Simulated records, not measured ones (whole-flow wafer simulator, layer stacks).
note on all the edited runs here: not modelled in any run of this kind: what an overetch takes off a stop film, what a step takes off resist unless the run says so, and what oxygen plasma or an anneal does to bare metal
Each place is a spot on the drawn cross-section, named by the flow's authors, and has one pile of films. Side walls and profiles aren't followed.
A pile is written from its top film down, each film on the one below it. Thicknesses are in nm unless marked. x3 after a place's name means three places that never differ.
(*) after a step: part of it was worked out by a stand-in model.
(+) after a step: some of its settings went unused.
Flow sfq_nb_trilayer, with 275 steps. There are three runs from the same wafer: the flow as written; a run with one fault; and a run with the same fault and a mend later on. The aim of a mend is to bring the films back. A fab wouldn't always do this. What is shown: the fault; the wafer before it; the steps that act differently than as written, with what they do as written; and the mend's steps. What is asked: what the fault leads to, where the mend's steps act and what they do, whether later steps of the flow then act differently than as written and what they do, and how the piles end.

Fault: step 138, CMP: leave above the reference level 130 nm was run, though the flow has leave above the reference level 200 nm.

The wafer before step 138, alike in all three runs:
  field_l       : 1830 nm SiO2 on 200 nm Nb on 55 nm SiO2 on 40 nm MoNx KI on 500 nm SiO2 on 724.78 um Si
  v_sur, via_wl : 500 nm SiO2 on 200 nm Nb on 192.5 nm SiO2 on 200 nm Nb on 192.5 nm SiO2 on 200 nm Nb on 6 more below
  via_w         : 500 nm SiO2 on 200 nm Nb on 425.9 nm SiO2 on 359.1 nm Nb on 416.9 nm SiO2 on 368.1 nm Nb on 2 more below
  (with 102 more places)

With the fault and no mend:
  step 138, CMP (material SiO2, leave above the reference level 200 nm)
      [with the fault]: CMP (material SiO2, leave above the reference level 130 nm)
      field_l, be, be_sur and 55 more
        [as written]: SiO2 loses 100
        [with the fault]: SiO2 loses 170
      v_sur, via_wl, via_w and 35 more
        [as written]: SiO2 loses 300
        [with the fault]: SiO2 loses 370
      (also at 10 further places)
  Later steps of the flow acting differently than as written (4 more steps, not shown, differ only slightly: by at most 2% or 0.5 nm, whichever is larger):
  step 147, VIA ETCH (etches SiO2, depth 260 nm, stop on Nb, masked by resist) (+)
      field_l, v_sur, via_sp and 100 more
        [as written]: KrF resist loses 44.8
        [with the fault]: KrF resist loses 33.6
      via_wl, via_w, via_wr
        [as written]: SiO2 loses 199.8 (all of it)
        [with the fault]: SiO2 loses 129.8 (all of it)
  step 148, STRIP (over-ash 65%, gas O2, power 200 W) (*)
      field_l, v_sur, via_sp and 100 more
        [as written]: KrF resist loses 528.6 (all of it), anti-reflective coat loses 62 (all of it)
        [with the fault]: KrF resist loses 539.9 (all of it), anti-reflective coat loses 62 (all of it)
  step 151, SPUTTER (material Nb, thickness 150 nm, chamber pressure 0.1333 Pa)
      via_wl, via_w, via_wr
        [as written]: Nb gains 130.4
        [with the fault]: Nb gains 138.6
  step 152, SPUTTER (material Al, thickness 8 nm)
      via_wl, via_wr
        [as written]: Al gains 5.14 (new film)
        [with the fault]: Al gains 5.98 (new film)
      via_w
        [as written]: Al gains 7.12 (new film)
        [with the fault]: Al gains 7.77 (new film)
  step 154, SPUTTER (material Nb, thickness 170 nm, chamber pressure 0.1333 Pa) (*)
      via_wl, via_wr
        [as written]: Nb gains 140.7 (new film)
        [with the fault]: Nb gains 122.6 (new film)
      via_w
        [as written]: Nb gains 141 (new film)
        [with the fault]: Nb gains 165.4 (new film)
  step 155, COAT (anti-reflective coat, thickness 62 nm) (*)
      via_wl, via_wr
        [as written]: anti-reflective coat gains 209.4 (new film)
        [with the fault]: anti-reflective coat gains 189.9 (new film)
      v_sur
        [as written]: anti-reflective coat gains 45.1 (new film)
        [with the fault]: anti-reflective coat gains 48.4 (new film)
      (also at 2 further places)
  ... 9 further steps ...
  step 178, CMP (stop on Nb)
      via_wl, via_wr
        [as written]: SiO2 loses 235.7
        [with the fault]: SiO2 loses 313.7
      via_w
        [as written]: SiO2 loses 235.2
        [with the fault]: SiO2 loses 313.2
  The piles end different from the flow's at field_l, v_sur, via_wl and 103 more by more than 2% or 0.5 nm, whichever is larger.
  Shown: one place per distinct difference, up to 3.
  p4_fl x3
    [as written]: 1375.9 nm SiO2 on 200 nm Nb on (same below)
    [with the fault]: 1305.9 nm SiO2 on 200 nm Nb on (same below)
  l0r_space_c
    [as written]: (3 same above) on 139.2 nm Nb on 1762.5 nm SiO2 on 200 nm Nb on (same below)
    [with the fault]: (3 same above) on 139.2 nm Nb on 1692.5 nm SiO2 on 200 nm Nb on (same below)
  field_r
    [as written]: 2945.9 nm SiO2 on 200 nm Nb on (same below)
    [with the fault]: 2875.9 nm SiO2 on 200 nm Nb on (same below)

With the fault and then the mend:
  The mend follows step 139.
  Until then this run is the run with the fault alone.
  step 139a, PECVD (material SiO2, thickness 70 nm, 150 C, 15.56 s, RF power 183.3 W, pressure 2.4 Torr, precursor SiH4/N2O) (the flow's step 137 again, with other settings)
      field_l, v_sur, via_wl and 103 more
        SiO2 gains 70
  Later steps of the flow that are run all act as written at every place that is followed, up to a difference of at most 2% or 0.5 nm, whichever is larger.
  The piles end the same as the flow's at every place that both follow.
